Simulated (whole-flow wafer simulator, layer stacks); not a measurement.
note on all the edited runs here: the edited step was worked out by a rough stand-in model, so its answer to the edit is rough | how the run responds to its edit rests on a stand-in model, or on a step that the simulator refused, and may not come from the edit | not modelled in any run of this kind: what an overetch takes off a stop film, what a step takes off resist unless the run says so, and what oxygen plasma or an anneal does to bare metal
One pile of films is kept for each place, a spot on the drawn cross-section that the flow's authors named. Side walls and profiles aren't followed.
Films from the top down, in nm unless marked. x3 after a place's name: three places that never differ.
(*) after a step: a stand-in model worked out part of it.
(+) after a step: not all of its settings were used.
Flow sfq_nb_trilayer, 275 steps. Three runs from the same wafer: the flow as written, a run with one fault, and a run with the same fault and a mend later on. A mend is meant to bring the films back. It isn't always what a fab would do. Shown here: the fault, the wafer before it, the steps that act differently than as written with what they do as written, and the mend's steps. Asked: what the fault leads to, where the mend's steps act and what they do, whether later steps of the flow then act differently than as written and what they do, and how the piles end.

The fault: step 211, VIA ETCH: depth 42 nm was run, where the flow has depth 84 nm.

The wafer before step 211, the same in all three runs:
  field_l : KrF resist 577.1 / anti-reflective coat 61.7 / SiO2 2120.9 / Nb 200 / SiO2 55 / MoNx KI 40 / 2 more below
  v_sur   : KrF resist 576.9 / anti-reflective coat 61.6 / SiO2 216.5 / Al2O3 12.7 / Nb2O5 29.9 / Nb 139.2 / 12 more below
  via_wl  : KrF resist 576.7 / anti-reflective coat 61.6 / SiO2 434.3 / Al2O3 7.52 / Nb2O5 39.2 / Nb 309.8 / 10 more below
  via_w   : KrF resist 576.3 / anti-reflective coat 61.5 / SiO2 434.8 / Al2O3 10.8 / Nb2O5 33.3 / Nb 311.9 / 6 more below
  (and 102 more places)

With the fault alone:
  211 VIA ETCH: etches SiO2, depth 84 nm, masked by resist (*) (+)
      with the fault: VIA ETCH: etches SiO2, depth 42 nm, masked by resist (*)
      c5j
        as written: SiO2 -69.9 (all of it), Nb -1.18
        with the fault: SiO2 -42
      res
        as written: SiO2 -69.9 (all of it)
        with the fault: SiO2 -42
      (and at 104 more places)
  Later steps of the flow that act differently than as written (4 more steps differ only slightly, by at most 2% or 0.5 nm, whichever is larger, and aren't shown):
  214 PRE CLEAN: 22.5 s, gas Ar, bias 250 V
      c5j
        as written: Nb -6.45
        with the fault: SiO2 -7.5
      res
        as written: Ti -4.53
        with the fault: SiO2 -7.5
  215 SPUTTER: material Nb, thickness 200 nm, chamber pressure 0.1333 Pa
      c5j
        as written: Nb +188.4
        with the fault: Nb +196 (new film)
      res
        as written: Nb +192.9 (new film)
        with the fault: Nb +197.7 (new film)
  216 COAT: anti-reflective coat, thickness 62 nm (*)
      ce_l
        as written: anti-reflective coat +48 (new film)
        with the fault: anti-reflective coat +55.2 (new film)
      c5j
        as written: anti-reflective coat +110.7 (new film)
        with the fault: anti-reflective coat +90.7 (new film)
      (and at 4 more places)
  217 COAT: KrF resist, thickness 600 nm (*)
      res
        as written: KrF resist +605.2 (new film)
        with the fault: KrF resist +592.6 (new film)
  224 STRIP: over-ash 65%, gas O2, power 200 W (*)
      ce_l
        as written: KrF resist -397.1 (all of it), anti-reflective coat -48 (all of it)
        with the fault: KrF resist -392.8 (all of it), anti-reflective coat -55.2 (all of it)
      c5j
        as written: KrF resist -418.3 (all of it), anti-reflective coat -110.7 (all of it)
        with the fault: KrF resist -406 (all of it), anti-reflective coat -90.7 (all of it)
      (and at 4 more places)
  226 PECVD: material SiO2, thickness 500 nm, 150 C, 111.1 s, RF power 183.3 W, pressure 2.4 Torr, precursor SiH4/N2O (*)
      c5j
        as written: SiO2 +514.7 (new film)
        with the fault: SiO2 +500 (new film)
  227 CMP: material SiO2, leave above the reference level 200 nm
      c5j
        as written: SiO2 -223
        with the fault: SiO2 -243.9
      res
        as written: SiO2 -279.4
        with the fault: SiO2 -309.1
  At the end the piles differ from the flow's by more than 2% or 0.5 nm, whichever is larger, at c5j, res.
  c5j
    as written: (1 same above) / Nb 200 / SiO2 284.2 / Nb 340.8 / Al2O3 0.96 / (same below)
    with the fault: (1 same above) / Nb 200 / SiO2 248.6 / Nb 196 / SiO2 20.4 / Nb 160 / Al2O3 0.96 / (same below)
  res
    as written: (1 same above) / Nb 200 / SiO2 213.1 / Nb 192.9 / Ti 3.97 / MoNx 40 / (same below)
    with the fault: (1 same above) / Nb 200 / SiO2 183.4 / Nb 197.7 / SiO2 20.4 / Ti 8.5 / MoNx 40 / (same below)

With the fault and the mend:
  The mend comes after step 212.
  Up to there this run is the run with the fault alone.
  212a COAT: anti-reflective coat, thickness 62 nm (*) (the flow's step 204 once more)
      field_r, ln_m5, lsp_m and 64 more
        anti-reflective coat +62 (new film)
      ln_m6, lsp_r, l0_sur, l0v, wl_a_sl, wl_a_m6, wl_a_sr, wl_g_sr
        anti-reflective coat +61.9 (new film)
      field_l, v_sur
        anti-reflective coat +61.6 (new film)
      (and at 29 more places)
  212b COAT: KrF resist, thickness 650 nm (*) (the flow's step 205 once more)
      l0v, p4_fl x3, p4_w1 x9 and 35 more
        KrF resist +650 (new film)
      wl_b_m5, wl_b_sr, wl_c_sl and 12 more
        KrF resist +649.9 (new film)
      lsp_r, wl_j_sl, wl_j_sr
        KrF resist +650.2 (new film)
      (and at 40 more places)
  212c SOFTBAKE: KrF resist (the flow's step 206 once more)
      changes no film at any place that is followed
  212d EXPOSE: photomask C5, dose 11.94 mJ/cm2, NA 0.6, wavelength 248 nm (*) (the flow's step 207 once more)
      changes no film at any place that is followed
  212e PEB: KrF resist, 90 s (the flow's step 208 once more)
      field_l, sp_r, moat and 79 more
        KrF resist -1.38
      v_sur, via_wl, via_w, via_wr, via_sp, be_sur, jj_sur
        KrF resist -1.37
      via_v, wire, res
        KrF resist -1.36
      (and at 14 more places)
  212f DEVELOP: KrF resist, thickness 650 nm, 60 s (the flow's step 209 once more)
      field_l, v_sur, via_wl and 101 more
        KrF resist -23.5
      c5j
        KrF resist -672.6 (all of it)
      res
        KrF resist -640.1 (all of it)
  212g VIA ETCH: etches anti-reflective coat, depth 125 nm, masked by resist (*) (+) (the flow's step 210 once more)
      field_l, v_sur, via_wl and 101 more
        KrF resist -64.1
      c5j
        anti-reflective coat -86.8 (all of it), SiO2 -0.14
      res
        anti-reflective coat -76.9 (all of it), SiO2 -0.19
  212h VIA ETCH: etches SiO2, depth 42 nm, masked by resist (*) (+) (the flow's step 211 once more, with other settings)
      field_l, v_sur, via_wl and 50 more
        KrF resist -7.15
      via_sp, p4_fl x3, p4_w1 x9 and 38 more
        KrF resist -7.16
      c5j
        SiO2 -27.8 (all of it), Nb -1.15
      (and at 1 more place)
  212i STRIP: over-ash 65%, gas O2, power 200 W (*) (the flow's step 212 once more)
      p4_fl x3, p4_w1 x9, p4_g1 x2 and 33 more
        KrF resist -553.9 (all of it), anti-reflective coat -62 (all of it)
      wl_b_sr, wl_c_sl, wl_c_m6 and 10 more
        KrF resist -553.8 (all of it), anti-reflective coat -62 (all of it)
      wl_b_sl, wl_b_m5, wl_g_sl, wl_g_m5
        KrF resist -553.7 (all of it), anti-reflective coat -62 (all of it)
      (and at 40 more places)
  No later step of the flow acts differently than as written, at any place that is followed, by more than 2% or 0.5 nm, whichever is larger.
  At the end the piles differ from the flow's only slightly at the places that both follow, by at most 2% or 0.5 nm, whichever is larger.
